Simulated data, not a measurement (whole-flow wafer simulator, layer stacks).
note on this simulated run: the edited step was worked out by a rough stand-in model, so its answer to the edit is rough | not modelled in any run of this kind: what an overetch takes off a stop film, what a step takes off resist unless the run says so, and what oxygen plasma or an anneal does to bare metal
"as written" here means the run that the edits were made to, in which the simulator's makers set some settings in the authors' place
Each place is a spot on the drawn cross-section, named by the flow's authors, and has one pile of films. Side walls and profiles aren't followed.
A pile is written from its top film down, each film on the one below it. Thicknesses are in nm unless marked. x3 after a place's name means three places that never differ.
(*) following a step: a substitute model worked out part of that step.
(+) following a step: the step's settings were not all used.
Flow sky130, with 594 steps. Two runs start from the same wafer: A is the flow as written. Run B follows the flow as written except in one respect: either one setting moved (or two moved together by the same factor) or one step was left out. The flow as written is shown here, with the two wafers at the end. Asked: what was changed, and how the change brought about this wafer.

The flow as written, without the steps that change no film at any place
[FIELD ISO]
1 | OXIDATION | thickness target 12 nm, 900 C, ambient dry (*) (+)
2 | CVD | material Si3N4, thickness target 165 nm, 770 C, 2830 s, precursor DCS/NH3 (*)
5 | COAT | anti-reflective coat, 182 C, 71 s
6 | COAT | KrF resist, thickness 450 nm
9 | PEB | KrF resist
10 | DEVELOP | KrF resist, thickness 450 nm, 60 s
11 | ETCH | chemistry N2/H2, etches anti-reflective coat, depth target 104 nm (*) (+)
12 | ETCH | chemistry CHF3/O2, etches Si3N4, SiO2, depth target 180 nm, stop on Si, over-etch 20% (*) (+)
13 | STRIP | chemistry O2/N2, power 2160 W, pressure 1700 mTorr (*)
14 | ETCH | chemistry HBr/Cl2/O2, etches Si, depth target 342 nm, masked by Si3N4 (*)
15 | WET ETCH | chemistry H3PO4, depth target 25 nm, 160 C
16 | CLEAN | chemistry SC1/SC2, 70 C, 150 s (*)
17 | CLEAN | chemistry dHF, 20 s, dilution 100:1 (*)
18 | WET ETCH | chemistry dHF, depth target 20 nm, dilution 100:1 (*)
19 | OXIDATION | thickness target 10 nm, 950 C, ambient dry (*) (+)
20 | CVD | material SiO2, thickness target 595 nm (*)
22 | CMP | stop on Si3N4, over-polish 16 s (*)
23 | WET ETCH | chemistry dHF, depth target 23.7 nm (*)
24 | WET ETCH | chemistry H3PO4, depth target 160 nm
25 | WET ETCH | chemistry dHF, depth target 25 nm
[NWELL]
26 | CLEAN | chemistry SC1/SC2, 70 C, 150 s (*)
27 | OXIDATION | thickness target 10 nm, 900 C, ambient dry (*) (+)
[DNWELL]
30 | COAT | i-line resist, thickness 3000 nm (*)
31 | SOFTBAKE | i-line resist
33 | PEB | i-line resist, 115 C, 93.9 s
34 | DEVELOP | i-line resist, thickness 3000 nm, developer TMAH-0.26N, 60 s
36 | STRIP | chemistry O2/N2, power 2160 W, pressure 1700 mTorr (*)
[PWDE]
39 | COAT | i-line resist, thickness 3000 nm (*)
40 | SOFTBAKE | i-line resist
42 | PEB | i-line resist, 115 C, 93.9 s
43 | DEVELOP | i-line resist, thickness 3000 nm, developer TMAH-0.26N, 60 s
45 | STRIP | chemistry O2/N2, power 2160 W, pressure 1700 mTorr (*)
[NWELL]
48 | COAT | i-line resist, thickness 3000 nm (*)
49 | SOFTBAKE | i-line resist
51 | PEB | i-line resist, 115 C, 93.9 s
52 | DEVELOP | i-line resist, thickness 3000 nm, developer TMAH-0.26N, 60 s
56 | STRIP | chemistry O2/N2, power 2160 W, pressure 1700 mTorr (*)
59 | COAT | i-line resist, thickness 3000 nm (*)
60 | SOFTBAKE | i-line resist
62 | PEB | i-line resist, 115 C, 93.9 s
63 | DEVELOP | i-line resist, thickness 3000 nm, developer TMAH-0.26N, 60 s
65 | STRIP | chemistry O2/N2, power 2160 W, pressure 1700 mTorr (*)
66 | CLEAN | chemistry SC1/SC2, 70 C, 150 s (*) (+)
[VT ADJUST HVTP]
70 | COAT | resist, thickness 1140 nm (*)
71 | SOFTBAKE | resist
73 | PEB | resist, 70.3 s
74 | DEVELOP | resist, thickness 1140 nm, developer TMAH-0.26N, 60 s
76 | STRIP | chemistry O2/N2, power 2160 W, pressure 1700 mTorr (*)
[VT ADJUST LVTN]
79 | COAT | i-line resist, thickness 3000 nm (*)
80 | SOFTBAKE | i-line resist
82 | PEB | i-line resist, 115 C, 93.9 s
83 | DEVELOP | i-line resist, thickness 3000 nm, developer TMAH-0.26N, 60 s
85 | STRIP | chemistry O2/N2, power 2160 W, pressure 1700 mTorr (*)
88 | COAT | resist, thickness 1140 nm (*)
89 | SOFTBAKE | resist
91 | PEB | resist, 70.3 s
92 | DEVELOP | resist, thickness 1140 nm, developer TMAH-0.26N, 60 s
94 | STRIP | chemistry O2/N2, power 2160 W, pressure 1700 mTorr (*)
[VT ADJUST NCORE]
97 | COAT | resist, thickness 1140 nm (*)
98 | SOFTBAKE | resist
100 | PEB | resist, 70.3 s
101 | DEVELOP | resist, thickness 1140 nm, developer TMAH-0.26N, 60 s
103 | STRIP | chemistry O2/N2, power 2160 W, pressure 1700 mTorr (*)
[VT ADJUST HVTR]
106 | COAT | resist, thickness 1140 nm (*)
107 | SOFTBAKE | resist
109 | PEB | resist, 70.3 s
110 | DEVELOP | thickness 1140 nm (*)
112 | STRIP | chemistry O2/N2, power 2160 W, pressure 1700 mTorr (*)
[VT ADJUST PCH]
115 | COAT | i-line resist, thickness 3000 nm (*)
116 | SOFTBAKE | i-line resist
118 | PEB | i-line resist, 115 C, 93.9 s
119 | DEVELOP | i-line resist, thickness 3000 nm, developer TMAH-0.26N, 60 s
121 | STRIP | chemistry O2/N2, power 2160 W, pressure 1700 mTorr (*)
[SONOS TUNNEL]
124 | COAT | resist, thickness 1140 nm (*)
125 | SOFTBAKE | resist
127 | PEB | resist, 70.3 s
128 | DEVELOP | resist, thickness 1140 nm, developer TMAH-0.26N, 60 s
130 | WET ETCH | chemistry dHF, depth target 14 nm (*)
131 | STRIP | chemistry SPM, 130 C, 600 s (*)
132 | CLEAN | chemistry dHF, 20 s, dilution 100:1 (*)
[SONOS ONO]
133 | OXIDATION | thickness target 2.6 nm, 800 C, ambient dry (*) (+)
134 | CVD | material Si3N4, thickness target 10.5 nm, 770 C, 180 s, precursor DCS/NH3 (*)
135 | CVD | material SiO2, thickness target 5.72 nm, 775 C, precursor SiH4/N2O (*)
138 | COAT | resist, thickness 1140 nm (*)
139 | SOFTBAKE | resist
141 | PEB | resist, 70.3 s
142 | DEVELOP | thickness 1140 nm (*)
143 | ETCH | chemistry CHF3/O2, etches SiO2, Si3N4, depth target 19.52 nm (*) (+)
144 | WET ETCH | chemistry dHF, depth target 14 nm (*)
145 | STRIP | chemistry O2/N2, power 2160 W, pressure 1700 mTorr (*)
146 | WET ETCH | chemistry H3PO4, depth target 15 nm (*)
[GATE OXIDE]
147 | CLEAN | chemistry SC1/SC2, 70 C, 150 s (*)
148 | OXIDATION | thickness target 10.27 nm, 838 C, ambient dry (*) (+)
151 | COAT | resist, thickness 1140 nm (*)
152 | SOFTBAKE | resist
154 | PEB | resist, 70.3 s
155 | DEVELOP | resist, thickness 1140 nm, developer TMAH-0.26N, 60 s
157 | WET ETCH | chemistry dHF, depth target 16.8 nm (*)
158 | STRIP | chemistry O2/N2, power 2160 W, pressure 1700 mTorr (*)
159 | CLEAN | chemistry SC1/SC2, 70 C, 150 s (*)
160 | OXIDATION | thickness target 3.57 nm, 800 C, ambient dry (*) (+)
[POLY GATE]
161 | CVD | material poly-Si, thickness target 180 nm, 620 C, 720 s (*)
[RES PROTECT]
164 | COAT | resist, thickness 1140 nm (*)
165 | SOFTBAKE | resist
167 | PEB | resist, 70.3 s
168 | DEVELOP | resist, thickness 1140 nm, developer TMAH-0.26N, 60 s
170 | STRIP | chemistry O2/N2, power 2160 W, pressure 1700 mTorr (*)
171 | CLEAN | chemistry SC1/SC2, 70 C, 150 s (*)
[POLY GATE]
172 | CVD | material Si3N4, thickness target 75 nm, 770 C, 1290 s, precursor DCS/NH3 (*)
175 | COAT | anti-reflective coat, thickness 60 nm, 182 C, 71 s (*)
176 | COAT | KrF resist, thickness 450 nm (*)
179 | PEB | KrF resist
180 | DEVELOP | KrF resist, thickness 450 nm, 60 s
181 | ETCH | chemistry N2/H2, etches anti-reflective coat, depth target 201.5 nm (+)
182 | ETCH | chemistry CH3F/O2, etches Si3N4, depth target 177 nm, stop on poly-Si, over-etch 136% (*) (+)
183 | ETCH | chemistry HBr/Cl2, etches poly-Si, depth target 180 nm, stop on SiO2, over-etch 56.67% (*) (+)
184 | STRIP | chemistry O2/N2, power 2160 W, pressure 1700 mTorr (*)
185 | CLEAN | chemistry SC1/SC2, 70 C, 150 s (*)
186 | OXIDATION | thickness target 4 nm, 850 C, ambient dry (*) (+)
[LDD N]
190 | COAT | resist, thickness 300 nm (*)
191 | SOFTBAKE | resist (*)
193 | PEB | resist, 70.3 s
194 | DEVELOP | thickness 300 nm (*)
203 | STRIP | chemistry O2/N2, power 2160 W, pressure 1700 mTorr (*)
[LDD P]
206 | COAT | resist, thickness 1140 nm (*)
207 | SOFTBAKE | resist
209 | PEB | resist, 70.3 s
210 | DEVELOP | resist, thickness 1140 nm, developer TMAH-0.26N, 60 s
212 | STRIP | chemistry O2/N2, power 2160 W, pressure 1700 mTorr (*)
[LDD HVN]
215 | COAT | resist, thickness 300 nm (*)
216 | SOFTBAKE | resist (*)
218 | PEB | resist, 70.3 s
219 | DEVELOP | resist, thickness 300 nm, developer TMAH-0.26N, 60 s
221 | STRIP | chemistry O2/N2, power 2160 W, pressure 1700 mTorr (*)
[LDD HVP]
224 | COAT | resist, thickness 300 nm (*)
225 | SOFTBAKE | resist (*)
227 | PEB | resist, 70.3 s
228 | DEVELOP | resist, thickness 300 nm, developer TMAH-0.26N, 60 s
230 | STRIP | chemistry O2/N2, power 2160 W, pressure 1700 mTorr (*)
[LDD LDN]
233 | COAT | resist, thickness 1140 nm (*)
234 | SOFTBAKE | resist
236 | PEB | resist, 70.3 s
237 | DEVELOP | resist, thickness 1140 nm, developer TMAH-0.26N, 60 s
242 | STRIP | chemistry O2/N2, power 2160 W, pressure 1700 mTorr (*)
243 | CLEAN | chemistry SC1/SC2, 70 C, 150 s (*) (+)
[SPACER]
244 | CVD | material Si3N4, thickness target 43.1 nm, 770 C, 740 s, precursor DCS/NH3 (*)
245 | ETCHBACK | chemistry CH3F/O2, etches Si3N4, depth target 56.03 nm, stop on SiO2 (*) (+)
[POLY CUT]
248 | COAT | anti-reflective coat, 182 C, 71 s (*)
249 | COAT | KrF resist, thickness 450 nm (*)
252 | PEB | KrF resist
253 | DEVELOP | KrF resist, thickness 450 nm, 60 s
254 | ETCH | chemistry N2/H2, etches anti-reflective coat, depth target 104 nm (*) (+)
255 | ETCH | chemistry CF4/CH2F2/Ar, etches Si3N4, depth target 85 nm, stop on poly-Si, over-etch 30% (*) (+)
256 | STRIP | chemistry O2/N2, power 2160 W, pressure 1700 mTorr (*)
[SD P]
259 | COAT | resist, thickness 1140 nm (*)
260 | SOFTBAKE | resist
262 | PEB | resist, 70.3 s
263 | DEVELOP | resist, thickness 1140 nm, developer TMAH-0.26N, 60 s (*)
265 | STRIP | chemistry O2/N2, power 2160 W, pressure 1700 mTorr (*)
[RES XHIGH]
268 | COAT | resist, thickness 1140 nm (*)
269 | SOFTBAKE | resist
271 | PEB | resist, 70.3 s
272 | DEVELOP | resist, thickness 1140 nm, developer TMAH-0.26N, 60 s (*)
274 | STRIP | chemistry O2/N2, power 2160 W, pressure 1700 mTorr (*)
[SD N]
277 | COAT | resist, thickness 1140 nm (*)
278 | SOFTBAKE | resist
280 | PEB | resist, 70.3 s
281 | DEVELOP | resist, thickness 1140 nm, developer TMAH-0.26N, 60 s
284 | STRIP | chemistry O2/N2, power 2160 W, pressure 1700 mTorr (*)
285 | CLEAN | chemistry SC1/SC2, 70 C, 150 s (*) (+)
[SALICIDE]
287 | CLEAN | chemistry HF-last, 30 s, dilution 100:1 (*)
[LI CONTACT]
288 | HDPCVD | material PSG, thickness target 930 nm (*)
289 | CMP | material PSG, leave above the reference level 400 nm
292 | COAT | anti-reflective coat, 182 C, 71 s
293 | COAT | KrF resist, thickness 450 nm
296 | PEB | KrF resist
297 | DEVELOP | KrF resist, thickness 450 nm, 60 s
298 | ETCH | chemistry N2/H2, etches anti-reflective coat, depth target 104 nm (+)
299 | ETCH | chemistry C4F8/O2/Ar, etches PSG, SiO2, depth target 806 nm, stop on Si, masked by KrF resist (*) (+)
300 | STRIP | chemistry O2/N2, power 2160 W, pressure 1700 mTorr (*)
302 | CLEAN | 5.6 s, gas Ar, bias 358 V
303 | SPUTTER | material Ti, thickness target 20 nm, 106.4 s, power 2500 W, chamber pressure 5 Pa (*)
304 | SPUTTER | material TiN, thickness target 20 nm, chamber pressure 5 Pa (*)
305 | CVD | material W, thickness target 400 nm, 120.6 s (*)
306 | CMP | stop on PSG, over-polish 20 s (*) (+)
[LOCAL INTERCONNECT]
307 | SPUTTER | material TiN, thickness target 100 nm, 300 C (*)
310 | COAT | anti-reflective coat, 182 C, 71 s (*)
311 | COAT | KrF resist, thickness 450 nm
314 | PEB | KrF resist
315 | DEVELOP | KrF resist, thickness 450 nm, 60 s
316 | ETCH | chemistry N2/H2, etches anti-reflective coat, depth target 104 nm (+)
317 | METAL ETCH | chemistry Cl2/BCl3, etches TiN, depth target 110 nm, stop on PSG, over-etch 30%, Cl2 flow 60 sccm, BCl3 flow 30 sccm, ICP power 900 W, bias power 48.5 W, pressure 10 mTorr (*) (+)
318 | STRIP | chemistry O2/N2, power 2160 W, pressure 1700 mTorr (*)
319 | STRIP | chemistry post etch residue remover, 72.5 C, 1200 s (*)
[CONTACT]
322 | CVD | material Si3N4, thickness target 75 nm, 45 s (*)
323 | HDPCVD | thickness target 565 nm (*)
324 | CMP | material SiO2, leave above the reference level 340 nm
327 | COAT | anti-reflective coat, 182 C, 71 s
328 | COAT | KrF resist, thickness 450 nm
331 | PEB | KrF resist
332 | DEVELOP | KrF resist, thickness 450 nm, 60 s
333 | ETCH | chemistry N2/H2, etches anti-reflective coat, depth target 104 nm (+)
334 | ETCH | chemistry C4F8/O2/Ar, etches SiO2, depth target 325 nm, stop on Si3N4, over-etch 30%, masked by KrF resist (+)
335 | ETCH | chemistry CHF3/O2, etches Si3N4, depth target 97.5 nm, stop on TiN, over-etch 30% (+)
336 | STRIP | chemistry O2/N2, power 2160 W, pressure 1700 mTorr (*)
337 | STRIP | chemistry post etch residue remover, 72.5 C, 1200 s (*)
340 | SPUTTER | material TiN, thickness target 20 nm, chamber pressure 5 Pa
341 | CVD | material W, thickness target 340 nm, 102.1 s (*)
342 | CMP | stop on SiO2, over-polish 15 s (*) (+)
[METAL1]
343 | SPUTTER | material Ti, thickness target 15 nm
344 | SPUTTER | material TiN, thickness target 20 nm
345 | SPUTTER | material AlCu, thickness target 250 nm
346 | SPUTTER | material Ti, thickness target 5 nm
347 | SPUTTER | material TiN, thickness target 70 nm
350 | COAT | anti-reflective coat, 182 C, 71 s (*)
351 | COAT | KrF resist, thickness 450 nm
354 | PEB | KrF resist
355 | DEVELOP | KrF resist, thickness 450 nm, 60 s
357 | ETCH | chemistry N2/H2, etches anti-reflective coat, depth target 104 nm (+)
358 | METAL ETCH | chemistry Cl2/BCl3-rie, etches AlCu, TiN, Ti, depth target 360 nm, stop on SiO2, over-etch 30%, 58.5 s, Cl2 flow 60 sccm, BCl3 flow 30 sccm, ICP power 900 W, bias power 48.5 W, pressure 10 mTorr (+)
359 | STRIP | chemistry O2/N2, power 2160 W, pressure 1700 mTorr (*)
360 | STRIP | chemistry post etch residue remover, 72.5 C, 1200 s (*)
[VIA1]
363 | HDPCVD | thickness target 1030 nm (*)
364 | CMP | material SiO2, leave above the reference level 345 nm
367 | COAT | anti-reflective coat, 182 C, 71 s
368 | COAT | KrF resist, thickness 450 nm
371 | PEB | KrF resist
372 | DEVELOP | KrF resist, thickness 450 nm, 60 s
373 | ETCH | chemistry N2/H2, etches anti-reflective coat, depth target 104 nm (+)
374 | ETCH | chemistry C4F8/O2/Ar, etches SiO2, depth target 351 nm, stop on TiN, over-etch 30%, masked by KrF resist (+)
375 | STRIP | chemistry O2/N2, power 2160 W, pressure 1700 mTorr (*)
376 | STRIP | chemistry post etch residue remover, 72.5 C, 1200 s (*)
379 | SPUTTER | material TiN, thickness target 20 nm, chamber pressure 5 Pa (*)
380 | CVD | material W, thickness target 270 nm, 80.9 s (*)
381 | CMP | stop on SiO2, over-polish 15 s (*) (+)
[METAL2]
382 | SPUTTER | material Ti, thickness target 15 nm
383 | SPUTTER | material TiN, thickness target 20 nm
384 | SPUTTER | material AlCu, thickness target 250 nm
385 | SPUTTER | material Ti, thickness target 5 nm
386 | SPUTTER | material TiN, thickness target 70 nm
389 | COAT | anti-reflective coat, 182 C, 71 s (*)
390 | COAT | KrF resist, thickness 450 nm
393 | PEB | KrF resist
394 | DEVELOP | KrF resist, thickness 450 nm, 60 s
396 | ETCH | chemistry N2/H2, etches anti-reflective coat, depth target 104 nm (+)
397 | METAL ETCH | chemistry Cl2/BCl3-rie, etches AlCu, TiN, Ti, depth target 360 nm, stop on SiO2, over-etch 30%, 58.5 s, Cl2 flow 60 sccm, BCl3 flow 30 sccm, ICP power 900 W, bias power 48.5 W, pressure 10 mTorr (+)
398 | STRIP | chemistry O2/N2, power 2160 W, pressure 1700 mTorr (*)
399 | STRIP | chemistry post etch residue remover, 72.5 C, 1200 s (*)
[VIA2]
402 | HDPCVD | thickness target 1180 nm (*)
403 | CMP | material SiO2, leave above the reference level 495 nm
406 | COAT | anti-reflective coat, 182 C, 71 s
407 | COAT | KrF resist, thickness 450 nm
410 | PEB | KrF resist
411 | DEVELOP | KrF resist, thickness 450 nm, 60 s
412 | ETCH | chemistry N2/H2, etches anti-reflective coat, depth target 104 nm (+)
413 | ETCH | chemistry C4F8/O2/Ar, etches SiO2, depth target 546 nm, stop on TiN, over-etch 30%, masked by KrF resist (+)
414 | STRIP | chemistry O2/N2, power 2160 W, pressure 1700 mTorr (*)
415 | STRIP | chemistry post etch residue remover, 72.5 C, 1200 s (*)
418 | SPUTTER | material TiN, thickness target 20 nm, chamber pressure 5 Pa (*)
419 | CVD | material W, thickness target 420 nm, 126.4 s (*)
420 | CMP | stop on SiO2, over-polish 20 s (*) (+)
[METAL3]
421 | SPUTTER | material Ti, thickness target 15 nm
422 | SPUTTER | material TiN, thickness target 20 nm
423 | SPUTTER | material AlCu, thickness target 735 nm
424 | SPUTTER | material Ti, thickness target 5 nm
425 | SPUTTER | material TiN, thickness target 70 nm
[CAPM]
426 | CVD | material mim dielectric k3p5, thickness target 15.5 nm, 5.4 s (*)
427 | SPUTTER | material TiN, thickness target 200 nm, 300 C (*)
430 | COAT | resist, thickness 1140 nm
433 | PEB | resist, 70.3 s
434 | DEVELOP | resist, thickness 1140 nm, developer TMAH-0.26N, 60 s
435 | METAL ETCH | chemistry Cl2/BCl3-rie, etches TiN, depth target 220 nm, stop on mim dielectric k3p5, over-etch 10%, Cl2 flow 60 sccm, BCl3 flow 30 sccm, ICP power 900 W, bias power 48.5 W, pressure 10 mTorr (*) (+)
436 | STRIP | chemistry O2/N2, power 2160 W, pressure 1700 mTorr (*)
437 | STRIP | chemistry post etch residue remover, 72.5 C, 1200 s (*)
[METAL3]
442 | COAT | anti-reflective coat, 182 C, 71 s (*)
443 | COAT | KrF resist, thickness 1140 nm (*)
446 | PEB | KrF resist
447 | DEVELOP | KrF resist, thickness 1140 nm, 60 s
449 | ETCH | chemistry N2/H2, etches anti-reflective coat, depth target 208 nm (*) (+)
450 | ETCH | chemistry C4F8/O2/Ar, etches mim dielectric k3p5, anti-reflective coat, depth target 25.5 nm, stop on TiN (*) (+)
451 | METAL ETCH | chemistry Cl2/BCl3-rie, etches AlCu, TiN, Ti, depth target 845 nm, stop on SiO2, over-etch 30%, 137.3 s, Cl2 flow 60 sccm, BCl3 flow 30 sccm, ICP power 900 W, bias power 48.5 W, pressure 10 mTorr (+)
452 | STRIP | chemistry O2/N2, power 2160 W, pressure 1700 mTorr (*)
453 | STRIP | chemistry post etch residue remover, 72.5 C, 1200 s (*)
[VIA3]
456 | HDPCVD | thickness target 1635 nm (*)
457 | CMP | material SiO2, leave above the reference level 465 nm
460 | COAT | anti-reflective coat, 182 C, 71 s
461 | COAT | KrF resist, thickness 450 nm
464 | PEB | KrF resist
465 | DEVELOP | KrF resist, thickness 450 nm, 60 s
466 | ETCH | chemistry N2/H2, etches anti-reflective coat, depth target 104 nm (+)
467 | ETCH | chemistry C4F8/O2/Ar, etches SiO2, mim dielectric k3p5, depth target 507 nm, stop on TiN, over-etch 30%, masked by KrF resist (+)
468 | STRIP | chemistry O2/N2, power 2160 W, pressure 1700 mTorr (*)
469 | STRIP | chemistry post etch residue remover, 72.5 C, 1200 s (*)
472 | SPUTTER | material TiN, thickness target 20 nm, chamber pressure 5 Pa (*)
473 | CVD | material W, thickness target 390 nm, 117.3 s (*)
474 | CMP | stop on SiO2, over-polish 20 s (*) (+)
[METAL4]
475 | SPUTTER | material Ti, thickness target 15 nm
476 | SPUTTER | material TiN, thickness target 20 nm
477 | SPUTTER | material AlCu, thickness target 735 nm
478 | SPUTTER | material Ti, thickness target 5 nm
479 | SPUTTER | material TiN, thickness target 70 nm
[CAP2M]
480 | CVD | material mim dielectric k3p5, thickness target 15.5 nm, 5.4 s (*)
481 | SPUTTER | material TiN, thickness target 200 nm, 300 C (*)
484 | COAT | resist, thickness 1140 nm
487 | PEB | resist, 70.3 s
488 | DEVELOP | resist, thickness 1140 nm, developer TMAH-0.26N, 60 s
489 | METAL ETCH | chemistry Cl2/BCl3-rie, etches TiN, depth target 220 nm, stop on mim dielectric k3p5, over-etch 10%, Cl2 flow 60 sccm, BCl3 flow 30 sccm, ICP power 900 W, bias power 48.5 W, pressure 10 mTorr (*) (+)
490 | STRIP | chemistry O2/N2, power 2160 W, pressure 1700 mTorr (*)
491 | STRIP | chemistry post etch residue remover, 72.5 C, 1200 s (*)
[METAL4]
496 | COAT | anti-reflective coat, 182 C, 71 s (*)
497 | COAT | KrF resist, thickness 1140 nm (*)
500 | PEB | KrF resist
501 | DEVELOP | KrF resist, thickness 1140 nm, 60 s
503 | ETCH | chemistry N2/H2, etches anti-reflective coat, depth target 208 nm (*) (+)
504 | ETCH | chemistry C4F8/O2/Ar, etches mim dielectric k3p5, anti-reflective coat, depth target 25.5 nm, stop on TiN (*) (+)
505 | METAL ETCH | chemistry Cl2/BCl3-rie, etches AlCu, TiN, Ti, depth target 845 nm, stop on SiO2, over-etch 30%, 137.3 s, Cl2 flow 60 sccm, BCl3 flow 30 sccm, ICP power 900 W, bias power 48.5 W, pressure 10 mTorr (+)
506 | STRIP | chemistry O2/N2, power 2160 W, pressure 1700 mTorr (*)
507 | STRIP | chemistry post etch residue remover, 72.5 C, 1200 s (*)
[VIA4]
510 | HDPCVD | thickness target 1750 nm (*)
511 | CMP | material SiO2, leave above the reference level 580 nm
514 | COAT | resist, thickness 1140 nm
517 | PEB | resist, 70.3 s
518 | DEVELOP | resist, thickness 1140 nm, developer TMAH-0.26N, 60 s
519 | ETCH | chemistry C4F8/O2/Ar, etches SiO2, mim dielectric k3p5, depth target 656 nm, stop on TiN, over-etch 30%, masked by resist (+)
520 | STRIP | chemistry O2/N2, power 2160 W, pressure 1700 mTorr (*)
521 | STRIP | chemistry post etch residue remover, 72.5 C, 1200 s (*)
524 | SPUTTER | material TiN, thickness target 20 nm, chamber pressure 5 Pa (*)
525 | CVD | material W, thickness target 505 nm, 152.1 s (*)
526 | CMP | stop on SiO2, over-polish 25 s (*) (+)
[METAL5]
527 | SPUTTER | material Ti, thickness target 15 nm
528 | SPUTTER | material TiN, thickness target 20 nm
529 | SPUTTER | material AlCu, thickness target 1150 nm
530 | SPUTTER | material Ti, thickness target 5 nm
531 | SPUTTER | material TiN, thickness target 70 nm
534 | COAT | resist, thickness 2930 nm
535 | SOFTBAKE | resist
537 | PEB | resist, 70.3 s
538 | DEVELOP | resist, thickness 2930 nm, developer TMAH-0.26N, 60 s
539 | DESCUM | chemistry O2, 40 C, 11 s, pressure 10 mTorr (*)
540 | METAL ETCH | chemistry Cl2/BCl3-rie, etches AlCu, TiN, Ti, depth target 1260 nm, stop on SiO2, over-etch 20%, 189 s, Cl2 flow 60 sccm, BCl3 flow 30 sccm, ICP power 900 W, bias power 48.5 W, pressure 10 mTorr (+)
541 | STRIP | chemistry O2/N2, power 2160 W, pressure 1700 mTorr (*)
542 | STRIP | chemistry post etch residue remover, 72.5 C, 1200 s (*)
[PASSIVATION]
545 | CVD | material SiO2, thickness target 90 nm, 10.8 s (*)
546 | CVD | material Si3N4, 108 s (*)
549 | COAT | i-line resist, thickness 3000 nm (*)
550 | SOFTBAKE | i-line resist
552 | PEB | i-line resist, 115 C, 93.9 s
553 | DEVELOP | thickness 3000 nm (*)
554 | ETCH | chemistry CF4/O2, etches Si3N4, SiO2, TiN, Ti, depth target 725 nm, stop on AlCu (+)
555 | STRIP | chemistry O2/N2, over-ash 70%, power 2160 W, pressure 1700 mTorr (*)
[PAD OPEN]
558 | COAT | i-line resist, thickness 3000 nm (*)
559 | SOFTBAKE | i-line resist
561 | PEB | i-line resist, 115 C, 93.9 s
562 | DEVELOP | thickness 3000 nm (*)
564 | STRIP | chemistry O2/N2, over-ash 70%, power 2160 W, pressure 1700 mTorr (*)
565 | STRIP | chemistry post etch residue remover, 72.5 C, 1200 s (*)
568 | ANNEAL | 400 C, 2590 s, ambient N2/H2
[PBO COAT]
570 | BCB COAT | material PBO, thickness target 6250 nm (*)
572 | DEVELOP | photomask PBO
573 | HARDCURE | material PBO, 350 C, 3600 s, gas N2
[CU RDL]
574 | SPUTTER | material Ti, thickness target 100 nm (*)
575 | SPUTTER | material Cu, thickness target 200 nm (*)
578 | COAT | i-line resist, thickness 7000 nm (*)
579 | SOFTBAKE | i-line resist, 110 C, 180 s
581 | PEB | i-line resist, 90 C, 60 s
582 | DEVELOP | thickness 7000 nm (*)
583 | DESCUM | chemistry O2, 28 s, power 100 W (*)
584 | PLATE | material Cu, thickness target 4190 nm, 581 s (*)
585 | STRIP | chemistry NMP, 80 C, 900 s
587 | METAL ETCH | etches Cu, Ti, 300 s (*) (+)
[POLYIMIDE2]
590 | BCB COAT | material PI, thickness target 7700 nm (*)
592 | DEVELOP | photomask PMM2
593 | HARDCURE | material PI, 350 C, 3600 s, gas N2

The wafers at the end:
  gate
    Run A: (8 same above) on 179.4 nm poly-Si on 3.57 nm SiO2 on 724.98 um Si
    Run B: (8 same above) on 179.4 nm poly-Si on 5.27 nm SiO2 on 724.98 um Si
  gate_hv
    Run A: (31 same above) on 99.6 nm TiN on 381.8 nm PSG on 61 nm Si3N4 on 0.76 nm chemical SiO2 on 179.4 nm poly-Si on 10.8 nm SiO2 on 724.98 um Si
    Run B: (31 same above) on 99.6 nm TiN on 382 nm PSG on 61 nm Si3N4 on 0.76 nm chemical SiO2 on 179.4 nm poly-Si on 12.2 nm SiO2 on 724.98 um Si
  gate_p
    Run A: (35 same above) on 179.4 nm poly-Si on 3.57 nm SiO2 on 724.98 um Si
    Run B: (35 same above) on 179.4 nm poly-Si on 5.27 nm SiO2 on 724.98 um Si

The reason: step 160, OXIDATION: thickness target 5.27 nm was run, whereas the flow has thickness target 3.57 nm.
The wafer itself shows it: gate has SiO2 5.27, and step 160 as written asks for 3.57 nm.

How this came from the change, step by step:
  160 | OXIDATION | thickness target 3.57 nm, 800 C, ambient dry (*) (+)
      active, n_well, p_well and 58 more: A SiO2 gains 3.57 (new film), chemical SiO2 loses 0.76 (all of it), Si loses 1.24 | B SiO2 gains 5.27 (new film), chemical SiO2 loses 0.76 (all of it), Si loses 1.99
      gate_hv, m1, pad and 37 more: A SiO2 gains 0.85, Si loses 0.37 | B SiO2 gains 2.22, Si loses 0.98
  248 | COAT | anti-reflective coat, 182 C, 71 s (*)
      m1: A anti-reflective coat gains 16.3 (new film) | B anti-reflective coat gains 15.6 (new film)
      gate_lg05: A anti-reflective coat gains 18.6 (new film) | B anti-reflective coat gains 18 (new film)
  256 | STRIP | chemistry O2/N2, power 2160 W, pressure 1700 mTorr (*)
      m1: A KrF resist loses 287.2 (all of it), anti-reflective coat loses 16.3 (all of it) | B KrF resist loses 287.2 (all of it), anti-reflective coat loses 15.6 (all of it)
      gate_lg05: A KrF resist loses 307 (all of it), anti-reflective coat loses 18.6 (all of it) | B KrF resist loses 307.1 (all of it), anti-reflective coat loses 18 (all of it)
  299 | ETCH | chemistry C4F8/O2/Ar, etches PSG, SiO2, depth target 806 nm, stop on Si, masked by KrF resist (*) (+)
      contact, ndiff_licon, ndiff_licon_cpp: A PSG loses 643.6 (all of it), SiO2 loses 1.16 (all of it) | B PSG loses 643.7 (all of it), SiO2 loses 2.58 (all of it)
  306 | CMP | stop on PSG, over-polish 20 s (*) (+)
      poly_licon: A W loses 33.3 | B W loses 32.5
